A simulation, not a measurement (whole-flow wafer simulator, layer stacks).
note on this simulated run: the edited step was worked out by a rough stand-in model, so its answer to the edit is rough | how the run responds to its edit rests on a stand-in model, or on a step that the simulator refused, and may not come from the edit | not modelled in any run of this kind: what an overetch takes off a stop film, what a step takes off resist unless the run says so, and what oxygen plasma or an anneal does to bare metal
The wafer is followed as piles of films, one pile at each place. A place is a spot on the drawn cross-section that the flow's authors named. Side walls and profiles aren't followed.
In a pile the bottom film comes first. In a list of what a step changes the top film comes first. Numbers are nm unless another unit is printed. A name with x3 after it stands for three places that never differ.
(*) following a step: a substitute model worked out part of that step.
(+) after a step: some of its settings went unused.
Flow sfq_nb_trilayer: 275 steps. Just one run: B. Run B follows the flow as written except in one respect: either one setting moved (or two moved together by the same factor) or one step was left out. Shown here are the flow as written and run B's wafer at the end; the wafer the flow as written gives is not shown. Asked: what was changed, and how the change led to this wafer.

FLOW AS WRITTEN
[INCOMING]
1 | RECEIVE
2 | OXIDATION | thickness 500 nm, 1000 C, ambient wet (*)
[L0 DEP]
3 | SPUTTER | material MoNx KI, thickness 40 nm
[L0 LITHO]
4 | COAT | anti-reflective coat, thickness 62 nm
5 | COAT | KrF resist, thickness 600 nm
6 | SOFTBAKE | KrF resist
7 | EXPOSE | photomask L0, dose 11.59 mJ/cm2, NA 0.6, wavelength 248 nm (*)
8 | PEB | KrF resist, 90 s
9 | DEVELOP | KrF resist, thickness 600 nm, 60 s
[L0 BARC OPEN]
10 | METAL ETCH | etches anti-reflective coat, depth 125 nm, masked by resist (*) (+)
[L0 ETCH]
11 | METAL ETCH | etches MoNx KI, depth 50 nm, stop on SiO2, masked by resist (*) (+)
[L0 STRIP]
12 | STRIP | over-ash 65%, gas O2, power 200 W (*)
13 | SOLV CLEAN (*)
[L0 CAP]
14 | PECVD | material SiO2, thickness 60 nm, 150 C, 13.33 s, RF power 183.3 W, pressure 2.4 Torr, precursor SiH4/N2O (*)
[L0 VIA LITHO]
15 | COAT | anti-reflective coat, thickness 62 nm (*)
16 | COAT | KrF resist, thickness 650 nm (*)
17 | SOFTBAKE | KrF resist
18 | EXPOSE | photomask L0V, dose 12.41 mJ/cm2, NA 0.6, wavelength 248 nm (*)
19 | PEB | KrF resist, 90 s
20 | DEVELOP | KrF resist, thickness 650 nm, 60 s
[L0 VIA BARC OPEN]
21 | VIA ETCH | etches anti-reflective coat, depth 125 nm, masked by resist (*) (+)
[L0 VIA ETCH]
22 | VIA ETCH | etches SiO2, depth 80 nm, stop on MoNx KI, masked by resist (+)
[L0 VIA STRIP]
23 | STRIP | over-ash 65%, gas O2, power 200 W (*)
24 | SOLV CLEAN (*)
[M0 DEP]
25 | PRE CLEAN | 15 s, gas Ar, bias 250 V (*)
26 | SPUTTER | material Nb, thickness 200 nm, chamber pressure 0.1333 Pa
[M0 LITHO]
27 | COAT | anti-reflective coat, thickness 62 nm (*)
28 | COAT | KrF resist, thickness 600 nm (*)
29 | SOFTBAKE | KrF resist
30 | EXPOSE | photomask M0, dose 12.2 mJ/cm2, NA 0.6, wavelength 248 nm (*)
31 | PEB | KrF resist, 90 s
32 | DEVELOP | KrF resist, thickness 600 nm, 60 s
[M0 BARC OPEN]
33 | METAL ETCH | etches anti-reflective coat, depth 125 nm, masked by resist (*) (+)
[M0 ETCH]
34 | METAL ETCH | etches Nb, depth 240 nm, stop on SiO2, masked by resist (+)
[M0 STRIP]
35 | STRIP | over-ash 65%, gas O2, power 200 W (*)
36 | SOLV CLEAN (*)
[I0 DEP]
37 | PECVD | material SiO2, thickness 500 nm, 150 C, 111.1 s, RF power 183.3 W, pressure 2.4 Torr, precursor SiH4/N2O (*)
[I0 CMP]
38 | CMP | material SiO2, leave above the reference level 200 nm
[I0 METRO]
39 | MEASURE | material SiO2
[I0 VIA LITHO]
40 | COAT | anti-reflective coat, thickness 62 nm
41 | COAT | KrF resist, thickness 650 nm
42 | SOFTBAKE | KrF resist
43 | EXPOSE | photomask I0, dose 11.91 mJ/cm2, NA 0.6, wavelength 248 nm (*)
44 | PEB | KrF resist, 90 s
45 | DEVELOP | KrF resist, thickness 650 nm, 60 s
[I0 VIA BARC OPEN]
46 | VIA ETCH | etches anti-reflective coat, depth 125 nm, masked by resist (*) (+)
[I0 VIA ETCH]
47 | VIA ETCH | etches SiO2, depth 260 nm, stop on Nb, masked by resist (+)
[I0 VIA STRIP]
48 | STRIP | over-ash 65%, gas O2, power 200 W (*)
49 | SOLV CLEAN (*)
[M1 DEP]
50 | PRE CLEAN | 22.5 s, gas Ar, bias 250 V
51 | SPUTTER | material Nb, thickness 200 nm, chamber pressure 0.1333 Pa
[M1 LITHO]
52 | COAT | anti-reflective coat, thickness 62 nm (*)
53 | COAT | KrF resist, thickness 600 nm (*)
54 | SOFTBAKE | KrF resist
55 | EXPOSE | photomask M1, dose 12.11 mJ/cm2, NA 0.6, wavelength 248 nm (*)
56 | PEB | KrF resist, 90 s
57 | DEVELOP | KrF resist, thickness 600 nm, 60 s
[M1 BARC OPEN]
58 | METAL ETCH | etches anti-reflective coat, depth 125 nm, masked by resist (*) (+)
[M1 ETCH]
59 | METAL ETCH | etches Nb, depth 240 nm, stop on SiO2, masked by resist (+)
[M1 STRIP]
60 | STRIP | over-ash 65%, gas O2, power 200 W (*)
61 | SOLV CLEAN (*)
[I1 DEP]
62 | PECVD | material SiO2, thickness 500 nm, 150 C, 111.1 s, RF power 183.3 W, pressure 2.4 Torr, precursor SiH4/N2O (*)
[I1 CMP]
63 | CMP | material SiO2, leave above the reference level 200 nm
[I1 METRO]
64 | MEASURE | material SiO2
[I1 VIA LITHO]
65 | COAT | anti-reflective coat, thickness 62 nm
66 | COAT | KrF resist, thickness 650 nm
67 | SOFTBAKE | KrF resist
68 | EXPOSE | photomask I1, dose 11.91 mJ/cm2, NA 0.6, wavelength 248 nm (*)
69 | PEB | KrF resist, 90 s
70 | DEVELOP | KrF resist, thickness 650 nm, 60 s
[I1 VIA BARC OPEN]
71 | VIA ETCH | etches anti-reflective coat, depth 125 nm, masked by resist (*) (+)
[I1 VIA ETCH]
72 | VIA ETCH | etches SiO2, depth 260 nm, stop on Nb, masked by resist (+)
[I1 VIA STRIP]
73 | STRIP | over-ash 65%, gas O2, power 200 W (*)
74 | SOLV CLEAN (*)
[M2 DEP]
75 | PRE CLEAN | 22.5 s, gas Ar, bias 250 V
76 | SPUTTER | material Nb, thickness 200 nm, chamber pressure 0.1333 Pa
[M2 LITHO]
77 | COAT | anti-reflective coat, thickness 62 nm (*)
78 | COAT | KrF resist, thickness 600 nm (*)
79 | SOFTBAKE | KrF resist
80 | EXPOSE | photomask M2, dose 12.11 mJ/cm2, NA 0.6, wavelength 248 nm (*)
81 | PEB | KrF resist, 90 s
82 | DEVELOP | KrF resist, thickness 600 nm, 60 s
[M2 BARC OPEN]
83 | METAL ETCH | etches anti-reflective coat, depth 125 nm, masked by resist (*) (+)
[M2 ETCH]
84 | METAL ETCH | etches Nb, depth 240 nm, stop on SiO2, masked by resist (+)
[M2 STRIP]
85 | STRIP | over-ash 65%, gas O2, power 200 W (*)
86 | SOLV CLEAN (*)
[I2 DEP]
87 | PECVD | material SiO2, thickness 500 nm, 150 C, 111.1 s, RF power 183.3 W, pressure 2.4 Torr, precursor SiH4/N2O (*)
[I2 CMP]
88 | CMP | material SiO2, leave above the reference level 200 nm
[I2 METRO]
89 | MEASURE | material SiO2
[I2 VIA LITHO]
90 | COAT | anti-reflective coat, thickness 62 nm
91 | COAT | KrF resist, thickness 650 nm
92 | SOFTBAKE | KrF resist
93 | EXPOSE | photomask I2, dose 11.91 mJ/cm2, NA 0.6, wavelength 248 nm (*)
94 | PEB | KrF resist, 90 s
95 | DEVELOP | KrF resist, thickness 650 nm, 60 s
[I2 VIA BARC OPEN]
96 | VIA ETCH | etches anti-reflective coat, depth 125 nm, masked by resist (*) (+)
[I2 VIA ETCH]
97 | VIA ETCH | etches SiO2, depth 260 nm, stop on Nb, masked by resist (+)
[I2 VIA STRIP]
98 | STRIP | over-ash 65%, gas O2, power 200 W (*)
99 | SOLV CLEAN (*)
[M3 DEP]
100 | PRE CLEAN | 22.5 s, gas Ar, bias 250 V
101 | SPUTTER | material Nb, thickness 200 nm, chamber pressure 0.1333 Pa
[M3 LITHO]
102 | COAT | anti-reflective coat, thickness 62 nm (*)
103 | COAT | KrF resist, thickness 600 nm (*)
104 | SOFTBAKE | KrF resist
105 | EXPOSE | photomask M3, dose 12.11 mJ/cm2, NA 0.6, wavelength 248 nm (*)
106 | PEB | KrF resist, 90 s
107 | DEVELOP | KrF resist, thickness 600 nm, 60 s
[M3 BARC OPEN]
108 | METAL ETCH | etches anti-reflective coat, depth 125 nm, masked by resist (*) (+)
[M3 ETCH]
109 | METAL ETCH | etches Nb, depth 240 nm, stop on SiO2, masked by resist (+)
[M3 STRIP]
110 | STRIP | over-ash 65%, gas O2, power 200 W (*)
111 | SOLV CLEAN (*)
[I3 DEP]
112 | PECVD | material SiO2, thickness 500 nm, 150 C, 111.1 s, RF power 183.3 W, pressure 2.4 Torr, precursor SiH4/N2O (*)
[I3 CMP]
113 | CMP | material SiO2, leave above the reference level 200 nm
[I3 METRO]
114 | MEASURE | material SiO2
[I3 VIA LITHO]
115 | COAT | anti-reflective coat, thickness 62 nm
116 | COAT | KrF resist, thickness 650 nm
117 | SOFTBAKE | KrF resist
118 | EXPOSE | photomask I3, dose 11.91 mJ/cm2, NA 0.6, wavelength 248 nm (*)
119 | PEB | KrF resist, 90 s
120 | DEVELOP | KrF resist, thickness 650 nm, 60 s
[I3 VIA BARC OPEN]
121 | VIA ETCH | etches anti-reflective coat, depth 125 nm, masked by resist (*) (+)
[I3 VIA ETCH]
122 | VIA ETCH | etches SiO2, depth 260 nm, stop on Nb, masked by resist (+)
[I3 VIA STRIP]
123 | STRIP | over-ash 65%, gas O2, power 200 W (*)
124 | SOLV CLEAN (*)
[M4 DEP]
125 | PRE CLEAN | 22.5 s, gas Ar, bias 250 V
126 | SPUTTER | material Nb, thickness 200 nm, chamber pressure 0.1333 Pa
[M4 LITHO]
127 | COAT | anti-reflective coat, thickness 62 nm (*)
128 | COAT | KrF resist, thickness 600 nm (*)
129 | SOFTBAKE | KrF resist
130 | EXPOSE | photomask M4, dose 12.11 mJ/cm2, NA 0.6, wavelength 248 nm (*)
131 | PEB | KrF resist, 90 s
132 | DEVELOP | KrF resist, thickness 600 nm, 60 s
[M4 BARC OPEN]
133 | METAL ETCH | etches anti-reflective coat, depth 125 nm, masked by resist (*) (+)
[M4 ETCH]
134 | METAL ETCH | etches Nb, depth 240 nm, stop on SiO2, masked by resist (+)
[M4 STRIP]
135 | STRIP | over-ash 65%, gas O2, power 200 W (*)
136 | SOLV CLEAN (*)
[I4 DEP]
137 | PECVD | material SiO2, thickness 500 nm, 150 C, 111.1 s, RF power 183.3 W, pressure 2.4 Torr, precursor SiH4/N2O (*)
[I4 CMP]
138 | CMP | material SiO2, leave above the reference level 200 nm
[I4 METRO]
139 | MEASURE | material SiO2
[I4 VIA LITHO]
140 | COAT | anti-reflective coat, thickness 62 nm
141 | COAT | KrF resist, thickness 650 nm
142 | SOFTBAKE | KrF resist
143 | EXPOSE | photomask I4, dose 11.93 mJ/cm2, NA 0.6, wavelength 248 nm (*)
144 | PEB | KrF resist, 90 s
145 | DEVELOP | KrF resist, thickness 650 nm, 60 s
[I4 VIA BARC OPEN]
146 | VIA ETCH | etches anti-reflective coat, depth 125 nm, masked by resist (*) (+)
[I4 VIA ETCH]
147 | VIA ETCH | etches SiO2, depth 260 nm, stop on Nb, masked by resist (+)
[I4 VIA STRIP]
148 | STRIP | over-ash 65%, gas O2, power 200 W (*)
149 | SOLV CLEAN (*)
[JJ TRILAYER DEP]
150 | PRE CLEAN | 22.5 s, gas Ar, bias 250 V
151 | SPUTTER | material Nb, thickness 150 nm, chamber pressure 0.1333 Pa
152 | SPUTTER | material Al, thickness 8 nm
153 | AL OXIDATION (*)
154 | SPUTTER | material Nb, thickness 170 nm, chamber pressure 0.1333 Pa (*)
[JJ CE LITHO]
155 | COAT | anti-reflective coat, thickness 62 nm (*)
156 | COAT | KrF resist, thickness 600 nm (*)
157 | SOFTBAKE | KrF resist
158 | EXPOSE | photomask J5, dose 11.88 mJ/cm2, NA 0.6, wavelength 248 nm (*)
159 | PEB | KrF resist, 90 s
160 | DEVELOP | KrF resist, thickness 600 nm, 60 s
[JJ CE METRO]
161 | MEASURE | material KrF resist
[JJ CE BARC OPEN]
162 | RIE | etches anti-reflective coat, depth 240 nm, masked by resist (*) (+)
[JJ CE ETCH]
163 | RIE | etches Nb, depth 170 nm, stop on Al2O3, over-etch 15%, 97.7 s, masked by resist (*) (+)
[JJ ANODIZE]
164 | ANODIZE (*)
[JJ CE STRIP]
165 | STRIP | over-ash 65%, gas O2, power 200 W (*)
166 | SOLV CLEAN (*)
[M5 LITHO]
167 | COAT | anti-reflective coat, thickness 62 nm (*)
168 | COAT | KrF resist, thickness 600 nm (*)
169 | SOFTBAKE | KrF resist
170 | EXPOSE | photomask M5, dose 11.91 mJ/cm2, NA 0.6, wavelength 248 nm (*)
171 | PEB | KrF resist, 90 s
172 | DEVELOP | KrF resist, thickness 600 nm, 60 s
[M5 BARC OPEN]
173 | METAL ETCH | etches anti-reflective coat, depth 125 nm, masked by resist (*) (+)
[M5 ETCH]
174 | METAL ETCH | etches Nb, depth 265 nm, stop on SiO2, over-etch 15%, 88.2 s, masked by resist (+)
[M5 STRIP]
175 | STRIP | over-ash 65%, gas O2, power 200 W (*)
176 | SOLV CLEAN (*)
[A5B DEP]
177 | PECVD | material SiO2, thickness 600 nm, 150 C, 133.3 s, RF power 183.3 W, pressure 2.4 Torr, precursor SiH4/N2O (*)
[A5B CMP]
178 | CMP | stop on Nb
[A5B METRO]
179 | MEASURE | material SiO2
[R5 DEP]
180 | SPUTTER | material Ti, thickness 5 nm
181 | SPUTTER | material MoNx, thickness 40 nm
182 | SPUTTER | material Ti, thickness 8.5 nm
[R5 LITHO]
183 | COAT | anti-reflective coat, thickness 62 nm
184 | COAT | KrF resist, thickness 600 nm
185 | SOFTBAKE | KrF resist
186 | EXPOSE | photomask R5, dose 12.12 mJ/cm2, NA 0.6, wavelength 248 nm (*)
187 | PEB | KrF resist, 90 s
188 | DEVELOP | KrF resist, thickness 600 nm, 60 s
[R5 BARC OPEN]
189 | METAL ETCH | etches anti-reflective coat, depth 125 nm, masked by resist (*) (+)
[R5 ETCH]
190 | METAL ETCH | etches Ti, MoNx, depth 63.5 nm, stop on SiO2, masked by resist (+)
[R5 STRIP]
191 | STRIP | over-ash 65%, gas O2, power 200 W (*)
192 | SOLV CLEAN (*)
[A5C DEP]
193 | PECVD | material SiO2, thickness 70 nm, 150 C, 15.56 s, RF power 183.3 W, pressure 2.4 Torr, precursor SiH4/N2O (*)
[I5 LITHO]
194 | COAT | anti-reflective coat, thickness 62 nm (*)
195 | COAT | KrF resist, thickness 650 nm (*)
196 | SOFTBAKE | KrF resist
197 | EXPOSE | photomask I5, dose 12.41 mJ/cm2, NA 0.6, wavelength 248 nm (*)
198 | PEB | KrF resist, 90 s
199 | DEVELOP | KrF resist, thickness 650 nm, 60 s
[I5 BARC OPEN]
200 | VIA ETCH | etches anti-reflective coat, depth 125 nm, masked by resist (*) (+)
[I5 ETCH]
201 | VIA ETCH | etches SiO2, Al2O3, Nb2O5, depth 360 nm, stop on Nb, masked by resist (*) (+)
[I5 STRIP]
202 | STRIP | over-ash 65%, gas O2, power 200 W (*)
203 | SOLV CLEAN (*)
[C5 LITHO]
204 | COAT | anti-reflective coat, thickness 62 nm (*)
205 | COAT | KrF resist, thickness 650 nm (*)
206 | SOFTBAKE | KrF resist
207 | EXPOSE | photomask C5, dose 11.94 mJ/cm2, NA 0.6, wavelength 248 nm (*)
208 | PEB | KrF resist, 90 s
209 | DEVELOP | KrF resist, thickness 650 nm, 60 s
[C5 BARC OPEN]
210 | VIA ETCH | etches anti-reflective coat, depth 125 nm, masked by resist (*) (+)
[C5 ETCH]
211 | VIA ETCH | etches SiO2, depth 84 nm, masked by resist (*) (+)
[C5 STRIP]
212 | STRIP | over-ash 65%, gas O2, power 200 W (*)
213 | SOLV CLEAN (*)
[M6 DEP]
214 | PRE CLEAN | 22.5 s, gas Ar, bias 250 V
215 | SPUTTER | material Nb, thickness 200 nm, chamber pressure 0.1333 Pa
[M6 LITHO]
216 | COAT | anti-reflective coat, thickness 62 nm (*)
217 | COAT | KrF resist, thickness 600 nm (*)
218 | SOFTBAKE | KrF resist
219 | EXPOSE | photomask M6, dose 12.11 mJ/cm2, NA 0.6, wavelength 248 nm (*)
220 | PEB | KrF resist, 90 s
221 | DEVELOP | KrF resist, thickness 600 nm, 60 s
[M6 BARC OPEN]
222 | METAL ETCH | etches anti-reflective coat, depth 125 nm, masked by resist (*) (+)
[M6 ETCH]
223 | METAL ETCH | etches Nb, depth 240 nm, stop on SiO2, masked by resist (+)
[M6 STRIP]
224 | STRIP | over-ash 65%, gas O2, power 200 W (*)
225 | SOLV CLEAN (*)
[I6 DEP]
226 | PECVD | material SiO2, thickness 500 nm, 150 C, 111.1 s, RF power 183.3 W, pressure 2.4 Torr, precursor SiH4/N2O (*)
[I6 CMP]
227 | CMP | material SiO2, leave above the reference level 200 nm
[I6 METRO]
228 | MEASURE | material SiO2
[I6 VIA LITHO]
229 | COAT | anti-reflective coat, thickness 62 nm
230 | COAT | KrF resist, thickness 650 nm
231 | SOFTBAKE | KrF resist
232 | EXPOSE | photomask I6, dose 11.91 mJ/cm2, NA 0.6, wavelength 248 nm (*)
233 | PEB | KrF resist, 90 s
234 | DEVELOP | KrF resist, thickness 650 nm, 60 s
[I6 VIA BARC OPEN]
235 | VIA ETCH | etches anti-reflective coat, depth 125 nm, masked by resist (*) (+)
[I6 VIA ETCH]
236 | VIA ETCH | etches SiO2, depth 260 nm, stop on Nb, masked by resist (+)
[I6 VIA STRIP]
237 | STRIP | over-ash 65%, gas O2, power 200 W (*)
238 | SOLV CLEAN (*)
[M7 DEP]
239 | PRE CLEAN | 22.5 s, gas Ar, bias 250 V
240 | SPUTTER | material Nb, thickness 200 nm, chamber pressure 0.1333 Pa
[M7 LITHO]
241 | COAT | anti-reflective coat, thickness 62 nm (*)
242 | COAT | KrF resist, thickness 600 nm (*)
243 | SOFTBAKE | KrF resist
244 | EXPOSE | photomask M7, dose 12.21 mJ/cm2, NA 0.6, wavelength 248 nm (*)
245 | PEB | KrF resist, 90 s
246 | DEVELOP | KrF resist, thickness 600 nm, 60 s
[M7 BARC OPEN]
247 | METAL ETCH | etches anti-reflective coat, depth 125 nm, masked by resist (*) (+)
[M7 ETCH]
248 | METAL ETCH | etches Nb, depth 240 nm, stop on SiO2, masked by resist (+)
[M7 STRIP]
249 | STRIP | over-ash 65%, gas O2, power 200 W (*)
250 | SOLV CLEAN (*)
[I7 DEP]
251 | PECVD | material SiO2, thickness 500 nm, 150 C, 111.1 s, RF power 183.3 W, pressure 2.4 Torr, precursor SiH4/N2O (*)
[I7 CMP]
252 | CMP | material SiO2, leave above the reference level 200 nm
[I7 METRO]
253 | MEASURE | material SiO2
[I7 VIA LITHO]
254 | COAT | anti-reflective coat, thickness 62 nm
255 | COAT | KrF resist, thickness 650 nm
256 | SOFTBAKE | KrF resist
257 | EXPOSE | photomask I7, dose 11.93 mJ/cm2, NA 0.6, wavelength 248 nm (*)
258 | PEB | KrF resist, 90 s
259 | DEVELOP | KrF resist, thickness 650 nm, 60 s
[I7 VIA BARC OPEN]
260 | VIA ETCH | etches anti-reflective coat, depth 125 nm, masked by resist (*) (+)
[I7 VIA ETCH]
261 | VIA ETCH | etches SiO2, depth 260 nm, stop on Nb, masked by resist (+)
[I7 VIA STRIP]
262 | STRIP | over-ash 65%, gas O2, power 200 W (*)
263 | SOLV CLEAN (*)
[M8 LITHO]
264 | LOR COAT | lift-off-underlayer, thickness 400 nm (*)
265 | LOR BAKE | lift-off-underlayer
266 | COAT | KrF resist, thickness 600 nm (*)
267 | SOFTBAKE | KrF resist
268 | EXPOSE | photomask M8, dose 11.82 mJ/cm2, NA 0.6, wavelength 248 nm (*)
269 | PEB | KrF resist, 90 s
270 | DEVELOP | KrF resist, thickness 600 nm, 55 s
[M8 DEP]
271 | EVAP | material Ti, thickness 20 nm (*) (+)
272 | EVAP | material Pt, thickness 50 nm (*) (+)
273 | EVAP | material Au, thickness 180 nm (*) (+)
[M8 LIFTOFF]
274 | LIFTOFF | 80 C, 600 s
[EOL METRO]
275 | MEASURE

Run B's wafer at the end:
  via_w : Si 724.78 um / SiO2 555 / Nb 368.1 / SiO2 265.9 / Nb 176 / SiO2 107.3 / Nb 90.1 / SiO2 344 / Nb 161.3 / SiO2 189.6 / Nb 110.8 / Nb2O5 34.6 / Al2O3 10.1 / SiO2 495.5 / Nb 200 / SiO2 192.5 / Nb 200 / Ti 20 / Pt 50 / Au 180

The reason: step 62, PECVD: thickness 320 nm was run, while the flow as written has thickness 500 nm; step 62, PECVD: 71.11 s was run, where the flow has 111.1 s.

The path from the change to this, step by step:
  62 | PECVD | material SiO2, thickness 500 nm, 150 C, 111.1 s, RF power 183.3 W, pressure 2.4 Torr, precursor SiH4/N2O (*)
      field_l, be, be_sur and 72 more: +320 SiO2 (it would be, as written: +500 SiO2)
      v_sur, via_wl, via_wr and 20 more: +320 SiO2 (new film) (it would be, as written: +500 SiO2 (new film))
      (as well as at 8 more places)
  63 | CMP | material SiO2, leave above the reference level 200 nm
      field_l, be, be_sur and 72 more: nothing (it would be, as written: -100 SiO2)
      lsp_m, ln_m6, lsp_r, l0_sur, l0v: nothing (it would be, as written: -94.9 SiO2)
      (as well as at 26 more places)
  65 | COAT | anti-reflective coat, thickness 62 nm
      m0r_line_l, m0r_line_r, m6r_line_l, m6r_line_r, m7r_line_l, m7r_line_r: +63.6 anti-reflective coat (new film) (it would be, as written: +62 anti-reflective coat (new film))
      wl_a_m6, wl_a_sr, wl_b_sl, wl_b_sr: +60.4 anti-reflective coat (new film) (it would be, as written: +62 anti-reflective coat (new film))
      (as well as at 65 more places)
  66 | COAT | KrF resist, thickness 650 nm
      m0r_line_l, m0r_line_r, m6r_line_l, m6r_line_r, m7r_line_l, m7r_line_r: +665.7 KrF resist (new film) (it would be, as written: +650 KrF resist (new film))
      m5r_linepad_l, m5r_linepad_r: +633 KrF resist (new film) (it would be, as written: +650 KrF resist (new film))
      (as well as at 22 more places)
  70 | DEVELOP | KrF resist, thickness 650 nm, 60 s
      via_v: -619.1 KrF resist (all of it) (it would be, as written: -648.6 KrF resist (all of it))
  71 | VIA ETCH | etches anti-reflective coat, depth 125 nm, masked by resist (*) (+)
      field_l, v_sur, via_wl and 102 more: -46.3 KrF resist (it would be, as written: -51.7 KrF resist)
      via_v: -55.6 anti-reflective coat (all of it), -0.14 SiO2 (it would be, as written: -62 anti-reflective coat (all of it), -0.16 SiO2)
  73 | STRIP | over-ash 65%, gas O2, power 200 W (*)
      m0r_line_l, m6r_line_l, m7r_line_l: -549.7 KrF resist (all of it), -63.6 anti-reflective coat (all of it) (it would be, as written: -528.6 KrF resist (all of it), -62 anti-reflective coat (all of it))
      m0r_space_l, m6r_space_l, m7r_space_l: -543 KrF resist (all of it), -73.4 anti-reflective coat (all of it) (it would be, as written: -528.6 KrF resist (all of it), -62 anti-reflective coat (all of it))
      (as well as at 78 more places)
  76 | SPUTTER | material Nb, thickness 200 nm, chamber pressure 0.1333 Pa
      be, lsp_l: +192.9 Nb (new film) (it would be, as written: +200 Nb (new film))
      via_w: +176 Nb (new film) (it would be, as written: +200 Nb (new film))
  77 | COAT | anti-reflective coat, thickness 62 nm (*)
      m0r_line_l, m0r_line_r, m6r_line_l, m6r_line_r, m7r_line_l, m7r_line_r: +63.6 anti-reflective coat (new film) (it would be, as written: +62 anti-reflective coat (new film))
      m0r_space_l, m0r_space_r, m6r_space_l, m6r_space_r, m7r_space_l, m7r_space_r: +71.2 anti-reflective coat (new film) (it would be, as written: +62 anti-reflective coat (new film))
      (as well as at 59 more places)
  78 | COAT | KrF resist, thickness 600 nm (*)
      m0r_line_l, m0r_line_r, m6r_line_l, m6r_line_r, m7r_line_l, m7r_line_r: +613.9 KrF resist (new film) (it would be, as written: +600 KrF resist (new film))
      m5r_linepad_l, m5r_linepad_r: +582.8 KrF resist (new film) (it would be, as written: +600 KrF resist (new film))
      (as well as at 27 more places)
  82 | DEVELOP | KrF resist, thickness 600 nm, 60 s
      m0r_line_l, m0r_line_r, m6r_line_l, m6r_line_r, m7r_line_l, m7r_line_r: -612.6 KrF resist (all of it) (it would be, as written: -598.7 KrF resist (all of it))
      m5r_linepad_l, m5r_linepad_r: -581.6 KrF resist (all of it) (it would be, as written: -598.7 KrF resist (all of it))
      (as well as at 15 more places)
  83 | METAL ETCH | etches anti-reflective coat, depth 125 nm, masked by resist (*) (+)
      v_sur, via_wl, via_w and 19 more: -55.7 KrF resist (it would be, as written: -51.7 KrF resist)
      m0r_line_l, m0r_line_r, m6r_line_l, m6r_line_r, m7r_line_l, m7r_line_r: -63.6 anti-reflective coat (all of it) (it would be, as written: -62 anti-reflective coat (all of it))
      (as well as at 43 more places)
  84 | METAL ETCH | etches Nb, depth 240 nm, stop on SiO2, masked by resist (+)
      be, lsp_l: -192.9 Nb (all of it) (it would be, as written: -200 Nb (all of it))
  85 | STRIP | over-ash 65%, gas O2, power 200 W (*)
      v_sur: -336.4 KrF resist (all of it), -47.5 anti-reflective coat (all of it) (it would be, as written: -380 KrF resist (all of it), -61.4 anti-reflective coat (all of it))
      via_wl: -341.8 KrF resist (all of it), -42.3 anti-reflective coat (all of it) (it would be, as written: -379.5 KrF resist (all of it), -61.3 anti-reflective coat (all of it))
      (as well as at 20 more places)
  87 | PECVD | material SiO2, thickness 500 nm, 150 C, 111.1 s, RF power 183.3 W, pressure 2.4 Torr, precursor SiH4/N2O (*)
      via_w: +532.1 SiO2 (new film) (it would be, as written: +500 SiO2 (new film))
  88 | CMP | material SiO2, leave above the reference level 200 nm
      field_l, be, be_sur and 79 more: -20 SiO2 (it would be, as written: -100 SiO2)
      via_w: -157.1 SiO2 (it would be, as written: -300 SiO2)
  ... 33 further steps ...
  178 | CMP | stop on Nb
      via_w: -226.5 SiO2 (it would be, as written: -235.2 SiO2)
If metal films that touch count as one body, via_w has 7 bodies (between them, from the top down: SiO2 192.5; SiO2 495.5 / Al2O3 10.1 / Nb2O5 34.6; SiO2 189.6; SiO2 344; SiO2 107.3; SiO2 265.9); the flow as written gives 5 bodies (between them, from the top down: SiO2 192.5; SiO2 427.3 / Al2O3 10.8 / Nb2O5 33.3; SiO2 425.9; SiO2 416.9).
